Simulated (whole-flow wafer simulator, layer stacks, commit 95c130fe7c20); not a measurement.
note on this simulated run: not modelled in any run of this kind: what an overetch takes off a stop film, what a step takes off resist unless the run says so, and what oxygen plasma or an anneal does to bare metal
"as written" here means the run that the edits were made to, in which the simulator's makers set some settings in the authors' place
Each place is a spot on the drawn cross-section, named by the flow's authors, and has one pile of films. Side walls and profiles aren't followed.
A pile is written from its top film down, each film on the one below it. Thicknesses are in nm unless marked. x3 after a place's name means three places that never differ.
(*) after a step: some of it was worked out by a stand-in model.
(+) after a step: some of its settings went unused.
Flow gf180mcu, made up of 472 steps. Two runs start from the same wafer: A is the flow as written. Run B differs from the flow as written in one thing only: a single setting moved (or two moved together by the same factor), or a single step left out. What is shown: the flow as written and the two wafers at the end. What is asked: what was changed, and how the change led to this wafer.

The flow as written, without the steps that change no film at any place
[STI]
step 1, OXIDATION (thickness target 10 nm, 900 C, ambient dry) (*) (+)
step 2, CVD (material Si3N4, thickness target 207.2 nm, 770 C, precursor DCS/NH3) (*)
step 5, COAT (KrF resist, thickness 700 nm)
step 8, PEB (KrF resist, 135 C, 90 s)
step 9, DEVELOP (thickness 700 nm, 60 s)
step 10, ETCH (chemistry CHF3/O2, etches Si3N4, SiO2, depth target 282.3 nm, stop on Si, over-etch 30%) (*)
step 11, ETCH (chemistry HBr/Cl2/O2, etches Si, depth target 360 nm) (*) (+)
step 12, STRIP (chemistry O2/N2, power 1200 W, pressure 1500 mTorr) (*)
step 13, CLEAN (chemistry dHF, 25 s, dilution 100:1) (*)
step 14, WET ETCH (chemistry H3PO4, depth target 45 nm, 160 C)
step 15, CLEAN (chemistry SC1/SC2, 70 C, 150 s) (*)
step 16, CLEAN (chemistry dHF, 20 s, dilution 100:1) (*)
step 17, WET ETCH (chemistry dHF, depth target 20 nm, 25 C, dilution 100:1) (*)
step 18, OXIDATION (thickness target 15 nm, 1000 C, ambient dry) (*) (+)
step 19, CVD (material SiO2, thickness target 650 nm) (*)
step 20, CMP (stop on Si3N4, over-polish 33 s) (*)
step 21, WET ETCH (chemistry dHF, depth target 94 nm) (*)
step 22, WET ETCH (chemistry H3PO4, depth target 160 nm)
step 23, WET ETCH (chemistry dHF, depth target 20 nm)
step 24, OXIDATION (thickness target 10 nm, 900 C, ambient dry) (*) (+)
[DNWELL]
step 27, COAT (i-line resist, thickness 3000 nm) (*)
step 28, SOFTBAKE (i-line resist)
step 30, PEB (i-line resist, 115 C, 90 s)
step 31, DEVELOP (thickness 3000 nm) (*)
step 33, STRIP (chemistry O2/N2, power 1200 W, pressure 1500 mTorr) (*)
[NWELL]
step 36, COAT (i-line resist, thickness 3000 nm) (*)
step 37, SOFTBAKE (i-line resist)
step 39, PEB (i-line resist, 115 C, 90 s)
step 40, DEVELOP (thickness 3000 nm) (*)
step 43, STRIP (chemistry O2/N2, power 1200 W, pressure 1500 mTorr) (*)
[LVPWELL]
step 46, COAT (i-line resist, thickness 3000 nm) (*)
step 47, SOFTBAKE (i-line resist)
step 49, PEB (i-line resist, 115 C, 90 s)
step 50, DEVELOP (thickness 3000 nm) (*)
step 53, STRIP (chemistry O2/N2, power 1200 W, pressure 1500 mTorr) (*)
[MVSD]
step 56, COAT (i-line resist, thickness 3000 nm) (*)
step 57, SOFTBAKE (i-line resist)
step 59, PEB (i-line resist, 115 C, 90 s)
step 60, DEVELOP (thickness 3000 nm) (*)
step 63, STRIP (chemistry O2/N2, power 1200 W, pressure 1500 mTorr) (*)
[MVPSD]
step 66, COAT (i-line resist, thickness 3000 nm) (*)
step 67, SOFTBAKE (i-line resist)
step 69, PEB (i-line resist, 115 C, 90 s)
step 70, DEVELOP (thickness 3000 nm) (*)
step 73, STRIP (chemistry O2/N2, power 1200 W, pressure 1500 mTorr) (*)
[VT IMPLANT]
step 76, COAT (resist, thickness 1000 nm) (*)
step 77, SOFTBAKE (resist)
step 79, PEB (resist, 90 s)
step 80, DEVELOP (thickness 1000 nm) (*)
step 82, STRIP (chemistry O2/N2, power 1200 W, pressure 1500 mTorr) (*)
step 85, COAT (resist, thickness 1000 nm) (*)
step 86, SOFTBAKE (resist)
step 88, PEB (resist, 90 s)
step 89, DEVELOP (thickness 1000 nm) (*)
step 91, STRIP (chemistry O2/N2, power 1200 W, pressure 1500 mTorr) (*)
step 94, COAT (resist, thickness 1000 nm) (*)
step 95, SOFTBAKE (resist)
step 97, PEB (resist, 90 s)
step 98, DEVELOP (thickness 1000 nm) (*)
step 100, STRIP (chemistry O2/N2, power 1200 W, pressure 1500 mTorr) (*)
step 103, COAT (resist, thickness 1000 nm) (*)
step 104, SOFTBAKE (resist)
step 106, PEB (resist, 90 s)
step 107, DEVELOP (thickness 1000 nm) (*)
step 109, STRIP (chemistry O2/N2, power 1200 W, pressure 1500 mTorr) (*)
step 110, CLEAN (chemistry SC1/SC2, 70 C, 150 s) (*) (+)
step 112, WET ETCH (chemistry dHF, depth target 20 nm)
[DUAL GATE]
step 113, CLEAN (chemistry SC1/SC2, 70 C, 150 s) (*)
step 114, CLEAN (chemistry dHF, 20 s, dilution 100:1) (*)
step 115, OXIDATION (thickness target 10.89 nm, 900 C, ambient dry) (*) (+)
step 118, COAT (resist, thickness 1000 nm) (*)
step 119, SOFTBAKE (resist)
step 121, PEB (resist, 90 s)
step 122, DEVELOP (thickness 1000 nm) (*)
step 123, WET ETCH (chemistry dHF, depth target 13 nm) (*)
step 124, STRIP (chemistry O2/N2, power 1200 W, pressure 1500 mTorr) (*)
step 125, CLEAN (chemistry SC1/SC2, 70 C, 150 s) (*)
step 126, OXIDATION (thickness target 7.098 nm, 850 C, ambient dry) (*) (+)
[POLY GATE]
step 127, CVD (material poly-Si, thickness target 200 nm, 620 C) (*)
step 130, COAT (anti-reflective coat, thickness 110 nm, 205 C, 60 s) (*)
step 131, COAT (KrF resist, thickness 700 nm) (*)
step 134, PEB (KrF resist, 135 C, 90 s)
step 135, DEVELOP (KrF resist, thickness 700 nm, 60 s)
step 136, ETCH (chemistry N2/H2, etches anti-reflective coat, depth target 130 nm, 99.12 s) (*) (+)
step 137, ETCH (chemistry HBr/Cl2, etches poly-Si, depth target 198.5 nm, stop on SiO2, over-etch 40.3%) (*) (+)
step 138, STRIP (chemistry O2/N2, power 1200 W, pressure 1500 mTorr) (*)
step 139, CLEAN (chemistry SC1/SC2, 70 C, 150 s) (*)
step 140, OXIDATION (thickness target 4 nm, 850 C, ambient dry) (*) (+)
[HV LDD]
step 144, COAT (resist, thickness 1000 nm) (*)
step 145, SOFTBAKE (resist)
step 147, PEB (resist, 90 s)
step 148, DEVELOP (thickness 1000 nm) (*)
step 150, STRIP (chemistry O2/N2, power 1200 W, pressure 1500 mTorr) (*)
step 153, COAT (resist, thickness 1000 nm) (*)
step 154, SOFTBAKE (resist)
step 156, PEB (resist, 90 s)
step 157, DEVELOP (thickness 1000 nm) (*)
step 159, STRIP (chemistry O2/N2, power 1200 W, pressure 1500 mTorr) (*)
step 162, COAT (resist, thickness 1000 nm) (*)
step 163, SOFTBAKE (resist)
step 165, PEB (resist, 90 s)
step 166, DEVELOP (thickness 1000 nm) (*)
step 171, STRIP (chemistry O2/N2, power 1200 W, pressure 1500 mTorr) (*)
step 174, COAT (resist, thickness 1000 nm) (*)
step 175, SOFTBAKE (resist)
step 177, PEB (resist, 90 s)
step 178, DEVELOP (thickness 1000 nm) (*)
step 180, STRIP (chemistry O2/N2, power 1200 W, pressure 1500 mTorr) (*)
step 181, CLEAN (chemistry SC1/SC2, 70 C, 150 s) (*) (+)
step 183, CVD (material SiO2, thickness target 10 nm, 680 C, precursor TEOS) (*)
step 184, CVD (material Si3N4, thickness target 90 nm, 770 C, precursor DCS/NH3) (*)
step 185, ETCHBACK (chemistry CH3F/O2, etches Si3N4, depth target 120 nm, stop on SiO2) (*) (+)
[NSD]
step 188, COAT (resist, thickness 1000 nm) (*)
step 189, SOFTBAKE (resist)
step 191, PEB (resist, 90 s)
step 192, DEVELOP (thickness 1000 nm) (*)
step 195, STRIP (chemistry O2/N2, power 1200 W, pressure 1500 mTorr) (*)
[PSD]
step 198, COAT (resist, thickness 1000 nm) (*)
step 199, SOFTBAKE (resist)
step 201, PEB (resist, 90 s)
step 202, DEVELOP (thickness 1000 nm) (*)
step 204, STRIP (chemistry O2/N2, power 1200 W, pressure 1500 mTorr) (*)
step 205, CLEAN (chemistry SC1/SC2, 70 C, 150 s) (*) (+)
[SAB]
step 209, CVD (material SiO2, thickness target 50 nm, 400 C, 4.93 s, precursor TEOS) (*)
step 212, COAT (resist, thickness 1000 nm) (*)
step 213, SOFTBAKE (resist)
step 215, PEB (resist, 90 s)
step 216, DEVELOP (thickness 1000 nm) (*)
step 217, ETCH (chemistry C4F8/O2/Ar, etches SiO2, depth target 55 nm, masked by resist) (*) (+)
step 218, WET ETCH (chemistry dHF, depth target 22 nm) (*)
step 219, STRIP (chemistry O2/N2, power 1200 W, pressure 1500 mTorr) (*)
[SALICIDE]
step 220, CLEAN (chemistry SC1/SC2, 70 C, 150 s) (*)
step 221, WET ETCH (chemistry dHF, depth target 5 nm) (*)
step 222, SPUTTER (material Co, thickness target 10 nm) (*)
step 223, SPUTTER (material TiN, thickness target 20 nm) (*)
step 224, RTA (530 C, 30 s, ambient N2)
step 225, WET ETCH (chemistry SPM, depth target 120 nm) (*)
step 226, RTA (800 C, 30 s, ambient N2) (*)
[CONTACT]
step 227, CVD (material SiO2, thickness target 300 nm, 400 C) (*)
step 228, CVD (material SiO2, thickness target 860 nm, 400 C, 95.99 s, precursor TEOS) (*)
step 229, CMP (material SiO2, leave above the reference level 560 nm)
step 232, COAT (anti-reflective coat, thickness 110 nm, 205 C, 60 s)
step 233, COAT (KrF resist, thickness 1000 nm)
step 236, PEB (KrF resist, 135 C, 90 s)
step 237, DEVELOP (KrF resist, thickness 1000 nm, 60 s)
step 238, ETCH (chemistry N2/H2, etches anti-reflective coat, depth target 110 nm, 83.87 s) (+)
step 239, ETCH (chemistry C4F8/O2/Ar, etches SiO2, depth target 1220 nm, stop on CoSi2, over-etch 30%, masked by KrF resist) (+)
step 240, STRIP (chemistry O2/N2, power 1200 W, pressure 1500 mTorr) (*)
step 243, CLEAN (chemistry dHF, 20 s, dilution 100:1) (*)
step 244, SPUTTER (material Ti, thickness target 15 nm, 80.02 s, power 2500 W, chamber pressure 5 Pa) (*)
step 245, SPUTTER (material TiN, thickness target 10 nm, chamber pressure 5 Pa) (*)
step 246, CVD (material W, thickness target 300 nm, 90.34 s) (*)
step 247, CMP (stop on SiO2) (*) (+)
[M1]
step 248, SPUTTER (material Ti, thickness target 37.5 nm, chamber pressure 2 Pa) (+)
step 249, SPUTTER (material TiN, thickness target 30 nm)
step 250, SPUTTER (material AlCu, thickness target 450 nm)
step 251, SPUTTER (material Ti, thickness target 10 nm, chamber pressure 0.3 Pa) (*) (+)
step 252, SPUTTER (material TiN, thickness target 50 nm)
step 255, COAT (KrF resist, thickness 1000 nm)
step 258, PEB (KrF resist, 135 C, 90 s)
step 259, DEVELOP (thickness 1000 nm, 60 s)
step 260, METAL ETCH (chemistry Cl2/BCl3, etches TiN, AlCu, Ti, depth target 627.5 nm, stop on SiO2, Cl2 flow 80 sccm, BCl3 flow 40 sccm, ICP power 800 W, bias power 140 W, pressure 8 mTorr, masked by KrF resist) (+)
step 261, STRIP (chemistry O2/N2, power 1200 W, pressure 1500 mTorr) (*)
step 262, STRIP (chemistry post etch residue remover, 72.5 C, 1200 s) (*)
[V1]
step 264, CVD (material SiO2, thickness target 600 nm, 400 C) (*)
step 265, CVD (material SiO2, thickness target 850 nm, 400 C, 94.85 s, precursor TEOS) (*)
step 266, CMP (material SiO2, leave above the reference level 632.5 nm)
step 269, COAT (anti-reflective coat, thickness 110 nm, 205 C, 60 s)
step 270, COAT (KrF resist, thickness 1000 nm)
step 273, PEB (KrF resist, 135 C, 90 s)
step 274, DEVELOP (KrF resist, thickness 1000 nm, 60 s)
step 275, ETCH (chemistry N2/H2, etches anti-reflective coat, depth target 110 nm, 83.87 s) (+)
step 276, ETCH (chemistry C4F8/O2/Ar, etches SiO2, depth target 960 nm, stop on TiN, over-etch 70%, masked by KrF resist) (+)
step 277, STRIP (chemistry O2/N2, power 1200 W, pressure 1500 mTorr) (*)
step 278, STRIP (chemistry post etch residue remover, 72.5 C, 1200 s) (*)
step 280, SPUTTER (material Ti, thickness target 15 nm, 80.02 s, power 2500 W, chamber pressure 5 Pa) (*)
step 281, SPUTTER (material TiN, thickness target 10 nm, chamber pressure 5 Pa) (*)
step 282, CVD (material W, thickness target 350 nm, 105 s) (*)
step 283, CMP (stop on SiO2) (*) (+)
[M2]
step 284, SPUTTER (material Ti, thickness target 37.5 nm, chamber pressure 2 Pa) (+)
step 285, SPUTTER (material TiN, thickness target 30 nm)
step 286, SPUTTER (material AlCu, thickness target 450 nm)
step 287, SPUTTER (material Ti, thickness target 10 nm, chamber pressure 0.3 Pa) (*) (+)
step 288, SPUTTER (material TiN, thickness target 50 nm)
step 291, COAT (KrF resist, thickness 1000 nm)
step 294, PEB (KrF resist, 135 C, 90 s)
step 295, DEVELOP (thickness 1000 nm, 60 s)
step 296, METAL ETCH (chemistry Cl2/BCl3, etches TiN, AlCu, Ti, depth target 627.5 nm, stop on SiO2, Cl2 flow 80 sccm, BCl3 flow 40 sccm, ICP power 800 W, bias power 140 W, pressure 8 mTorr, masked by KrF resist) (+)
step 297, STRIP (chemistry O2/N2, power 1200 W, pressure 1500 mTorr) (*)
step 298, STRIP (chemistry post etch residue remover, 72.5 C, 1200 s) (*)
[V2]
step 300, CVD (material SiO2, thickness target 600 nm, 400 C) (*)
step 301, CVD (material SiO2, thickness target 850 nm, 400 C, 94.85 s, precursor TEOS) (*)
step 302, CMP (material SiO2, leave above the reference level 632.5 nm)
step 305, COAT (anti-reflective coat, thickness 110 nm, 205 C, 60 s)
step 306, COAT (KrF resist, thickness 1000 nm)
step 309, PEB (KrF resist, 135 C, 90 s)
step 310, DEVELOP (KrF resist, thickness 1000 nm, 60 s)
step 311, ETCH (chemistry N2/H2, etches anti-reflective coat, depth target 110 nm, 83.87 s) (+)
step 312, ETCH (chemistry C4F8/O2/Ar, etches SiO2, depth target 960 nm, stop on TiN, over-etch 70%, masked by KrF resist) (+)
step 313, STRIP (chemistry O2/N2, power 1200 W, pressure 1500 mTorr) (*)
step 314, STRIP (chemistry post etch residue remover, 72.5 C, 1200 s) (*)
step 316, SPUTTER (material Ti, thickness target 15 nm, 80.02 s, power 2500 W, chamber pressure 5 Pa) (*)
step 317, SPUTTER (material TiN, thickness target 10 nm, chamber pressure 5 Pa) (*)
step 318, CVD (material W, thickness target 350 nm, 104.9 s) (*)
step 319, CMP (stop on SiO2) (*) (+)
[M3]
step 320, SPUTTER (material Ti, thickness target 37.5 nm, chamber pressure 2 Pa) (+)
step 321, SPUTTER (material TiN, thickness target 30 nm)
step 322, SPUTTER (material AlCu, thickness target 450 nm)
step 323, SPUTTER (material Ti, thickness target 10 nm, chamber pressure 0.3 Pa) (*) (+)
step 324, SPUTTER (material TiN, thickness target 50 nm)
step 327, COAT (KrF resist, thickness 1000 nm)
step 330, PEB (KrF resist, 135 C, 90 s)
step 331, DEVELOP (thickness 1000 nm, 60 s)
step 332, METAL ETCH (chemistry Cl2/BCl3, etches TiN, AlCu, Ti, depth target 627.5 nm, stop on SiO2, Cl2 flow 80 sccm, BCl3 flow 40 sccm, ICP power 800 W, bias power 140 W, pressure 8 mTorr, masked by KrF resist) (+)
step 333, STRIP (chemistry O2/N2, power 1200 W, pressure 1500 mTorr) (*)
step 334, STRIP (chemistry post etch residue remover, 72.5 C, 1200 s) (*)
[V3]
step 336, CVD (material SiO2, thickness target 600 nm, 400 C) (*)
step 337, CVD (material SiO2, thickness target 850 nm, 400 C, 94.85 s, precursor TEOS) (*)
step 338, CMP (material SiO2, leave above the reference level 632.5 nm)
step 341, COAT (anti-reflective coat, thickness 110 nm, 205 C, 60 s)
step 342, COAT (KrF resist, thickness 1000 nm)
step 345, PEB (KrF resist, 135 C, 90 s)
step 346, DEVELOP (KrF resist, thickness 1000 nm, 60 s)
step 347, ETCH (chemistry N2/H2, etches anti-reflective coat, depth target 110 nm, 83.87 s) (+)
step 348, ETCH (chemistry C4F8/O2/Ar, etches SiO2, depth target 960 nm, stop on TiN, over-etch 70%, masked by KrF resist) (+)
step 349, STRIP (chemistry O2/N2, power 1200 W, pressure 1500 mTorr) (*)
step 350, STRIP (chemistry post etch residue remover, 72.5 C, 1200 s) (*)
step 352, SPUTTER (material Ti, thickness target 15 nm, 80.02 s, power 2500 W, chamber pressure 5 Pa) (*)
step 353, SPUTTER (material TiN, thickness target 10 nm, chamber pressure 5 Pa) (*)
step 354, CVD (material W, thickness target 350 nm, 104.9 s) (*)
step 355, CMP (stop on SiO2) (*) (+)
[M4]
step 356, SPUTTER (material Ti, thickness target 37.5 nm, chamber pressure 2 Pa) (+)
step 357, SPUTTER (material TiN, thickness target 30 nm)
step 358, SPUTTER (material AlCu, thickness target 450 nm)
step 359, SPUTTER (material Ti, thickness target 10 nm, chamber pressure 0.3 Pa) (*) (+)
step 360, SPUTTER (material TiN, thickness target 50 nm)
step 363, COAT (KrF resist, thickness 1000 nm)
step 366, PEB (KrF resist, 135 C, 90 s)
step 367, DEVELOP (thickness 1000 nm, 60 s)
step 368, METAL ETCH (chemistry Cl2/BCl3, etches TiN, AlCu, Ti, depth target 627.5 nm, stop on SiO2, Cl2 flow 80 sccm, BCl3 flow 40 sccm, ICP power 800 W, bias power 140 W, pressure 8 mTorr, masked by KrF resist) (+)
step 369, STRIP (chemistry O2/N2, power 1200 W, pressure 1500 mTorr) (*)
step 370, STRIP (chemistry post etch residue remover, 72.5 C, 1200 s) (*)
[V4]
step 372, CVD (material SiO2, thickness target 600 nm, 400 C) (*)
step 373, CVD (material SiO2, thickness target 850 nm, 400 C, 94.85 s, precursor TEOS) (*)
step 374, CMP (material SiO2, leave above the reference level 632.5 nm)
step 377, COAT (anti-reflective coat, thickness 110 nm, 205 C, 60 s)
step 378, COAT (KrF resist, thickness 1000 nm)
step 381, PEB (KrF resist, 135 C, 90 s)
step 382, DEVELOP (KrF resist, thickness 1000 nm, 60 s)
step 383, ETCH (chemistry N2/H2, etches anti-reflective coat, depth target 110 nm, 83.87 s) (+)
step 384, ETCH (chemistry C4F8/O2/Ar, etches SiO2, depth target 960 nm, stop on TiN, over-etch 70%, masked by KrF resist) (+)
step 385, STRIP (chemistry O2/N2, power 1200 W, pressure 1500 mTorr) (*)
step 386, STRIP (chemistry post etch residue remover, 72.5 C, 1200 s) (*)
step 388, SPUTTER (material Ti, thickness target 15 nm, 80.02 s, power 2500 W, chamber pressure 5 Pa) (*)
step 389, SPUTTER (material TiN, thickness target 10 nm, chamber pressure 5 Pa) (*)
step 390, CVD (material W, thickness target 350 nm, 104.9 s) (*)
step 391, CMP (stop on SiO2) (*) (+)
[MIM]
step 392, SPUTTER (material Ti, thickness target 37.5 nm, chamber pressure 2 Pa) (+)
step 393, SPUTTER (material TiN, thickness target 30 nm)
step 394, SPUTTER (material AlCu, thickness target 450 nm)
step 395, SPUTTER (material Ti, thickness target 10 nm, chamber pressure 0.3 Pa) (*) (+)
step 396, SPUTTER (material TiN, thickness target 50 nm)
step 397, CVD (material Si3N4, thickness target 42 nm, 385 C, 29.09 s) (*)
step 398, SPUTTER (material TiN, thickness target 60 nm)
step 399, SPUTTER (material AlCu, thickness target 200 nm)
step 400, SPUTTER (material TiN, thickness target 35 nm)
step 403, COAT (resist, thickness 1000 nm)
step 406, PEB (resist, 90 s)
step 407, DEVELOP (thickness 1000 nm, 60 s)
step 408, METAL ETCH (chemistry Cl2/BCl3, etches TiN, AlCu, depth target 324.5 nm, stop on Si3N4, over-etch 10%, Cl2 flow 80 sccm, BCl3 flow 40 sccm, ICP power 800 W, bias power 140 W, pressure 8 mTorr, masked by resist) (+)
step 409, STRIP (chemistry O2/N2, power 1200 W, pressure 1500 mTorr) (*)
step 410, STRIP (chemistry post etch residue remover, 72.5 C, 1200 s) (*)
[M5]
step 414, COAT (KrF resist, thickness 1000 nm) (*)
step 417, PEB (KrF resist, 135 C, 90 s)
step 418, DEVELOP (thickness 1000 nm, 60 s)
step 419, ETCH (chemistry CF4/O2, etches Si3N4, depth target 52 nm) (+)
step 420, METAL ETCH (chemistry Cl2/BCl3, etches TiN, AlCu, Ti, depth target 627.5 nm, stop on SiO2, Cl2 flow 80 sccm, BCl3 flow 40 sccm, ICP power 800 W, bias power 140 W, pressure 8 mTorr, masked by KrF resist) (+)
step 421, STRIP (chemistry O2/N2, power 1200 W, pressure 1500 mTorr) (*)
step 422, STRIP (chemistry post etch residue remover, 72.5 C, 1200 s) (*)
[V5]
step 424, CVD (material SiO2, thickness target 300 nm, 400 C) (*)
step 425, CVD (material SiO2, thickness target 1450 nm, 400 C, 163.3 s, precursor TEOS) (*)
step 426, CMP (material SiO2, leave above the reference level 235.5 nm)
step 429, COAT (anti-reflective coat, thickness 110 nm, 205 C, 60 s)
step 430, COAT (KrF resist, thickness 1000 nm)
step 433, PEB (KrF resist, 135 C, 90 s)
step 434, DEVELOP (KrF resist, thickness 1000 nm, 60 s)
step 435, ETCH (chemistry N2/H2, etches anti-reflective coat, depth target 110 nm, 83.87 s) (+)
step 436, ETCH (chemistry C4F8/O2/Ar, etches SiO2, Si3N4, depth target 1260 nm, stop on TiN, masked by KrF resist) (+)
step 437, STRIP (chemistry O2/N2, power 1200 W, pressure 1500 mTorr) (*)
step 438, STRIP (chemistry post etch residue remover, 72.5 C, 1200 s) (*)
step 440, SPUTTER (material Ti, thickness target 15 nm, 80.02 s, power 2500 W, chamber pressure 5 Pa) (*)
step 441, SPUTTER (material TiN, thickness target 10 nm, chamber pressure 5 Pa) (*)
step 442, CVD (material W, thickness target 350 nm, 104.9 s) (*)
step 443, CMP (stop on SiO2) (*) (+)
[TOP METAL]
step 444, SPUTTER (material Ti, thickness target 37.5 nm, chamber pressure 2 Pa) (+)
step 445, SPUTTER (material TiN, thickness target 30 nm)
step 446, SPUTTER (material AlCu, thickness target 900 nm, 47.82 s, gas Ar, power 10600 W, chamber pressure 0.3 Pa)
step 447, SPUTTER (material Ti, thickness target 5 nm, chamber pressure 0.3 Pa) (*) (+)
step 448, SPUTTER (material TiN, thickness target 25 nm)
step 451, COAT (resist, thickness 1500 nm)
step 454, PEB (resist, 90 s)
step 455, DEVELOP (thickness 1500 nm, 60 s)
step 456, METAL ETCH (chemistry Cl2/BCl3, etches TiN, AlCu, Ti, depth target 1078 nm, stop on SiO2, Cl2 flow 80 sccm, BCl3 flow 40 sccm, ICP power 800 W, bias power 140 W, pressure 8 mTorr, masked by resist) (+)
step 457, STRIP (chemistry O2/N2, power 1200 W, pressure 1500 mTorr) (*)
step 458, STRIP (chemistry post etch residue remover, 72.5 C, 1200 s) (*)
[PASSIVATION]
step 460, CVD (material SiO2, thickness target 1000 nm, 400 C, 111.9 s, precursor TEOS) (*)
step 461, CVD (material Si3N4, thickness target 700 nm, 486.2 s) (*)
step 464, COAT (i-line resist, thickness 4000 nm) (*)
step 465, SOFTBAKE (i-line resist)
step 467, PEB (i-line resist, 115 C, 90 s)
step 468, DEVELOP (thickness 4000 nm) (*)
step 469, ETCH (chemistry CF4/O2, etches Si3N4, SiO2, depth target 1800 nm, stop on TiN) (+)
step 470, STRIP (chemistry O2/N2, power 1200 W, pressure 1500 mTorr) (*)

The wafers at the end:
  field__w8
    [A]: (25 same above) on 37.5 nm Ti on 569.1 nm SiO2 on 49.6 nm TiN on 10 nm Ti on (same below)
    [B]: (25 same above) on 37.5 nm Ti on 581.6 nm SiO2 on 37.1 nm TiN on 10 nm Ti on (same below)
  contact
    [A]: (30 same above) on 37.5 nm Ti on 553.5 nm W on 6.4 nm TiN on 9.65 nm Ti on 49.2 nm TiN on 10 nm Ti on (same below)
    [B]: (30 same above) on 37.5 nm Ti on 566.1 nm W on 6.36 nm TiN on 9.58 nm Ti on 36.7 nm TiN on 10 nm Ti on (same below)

Cause: step 288, SPUTTER: thickness target 37.5 nm was run, though the flow has thickness target 50 nm.

Step by step, how the change led to this:
  step 288, SPUTTER (material TiN, thickness target 50 nm)
      field, field__w1, field__w2 and 108 more: A TiN gains 50 (new film) | B TiN gains 37.5 (new film)
  step 296, METAL ETCH (chemistry Cl2/BCl3, etches TiN, AlCu, Ti, depth target 627.5 nm, stop on SiO2, Cl2 flow 80 sccm, BCl3 flow 40 sccm, ICP power 800 W, bias power 140 W, pressure 8 mTorr, masked by KrF resist) (+)
      field, field__w1, field__w2 and 103 more: A TiN loses 50 (all of it), Ti loses 10 (all of it), AlCu loses 450 (all of it), TiN loses 30 (all of it), Ti loses 37.5 (all of it) | B TiN loses 37.5 (all of it), Ti loses 10 (all of it), AlCu loses 450 (all of it), TiN loses 30 (all of it), Ti loses 37.5 (all of it)
  step 312, ETCH (chemistry C4F8/O2/Ar, etches SiO2, depth target 960 nm, stop on TiN, over-etch 70%, masked by KrF resist) (+)
      contact: A SiO2 loses 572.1 (all of it) | B SiO2 loses 584.6 (all of it)
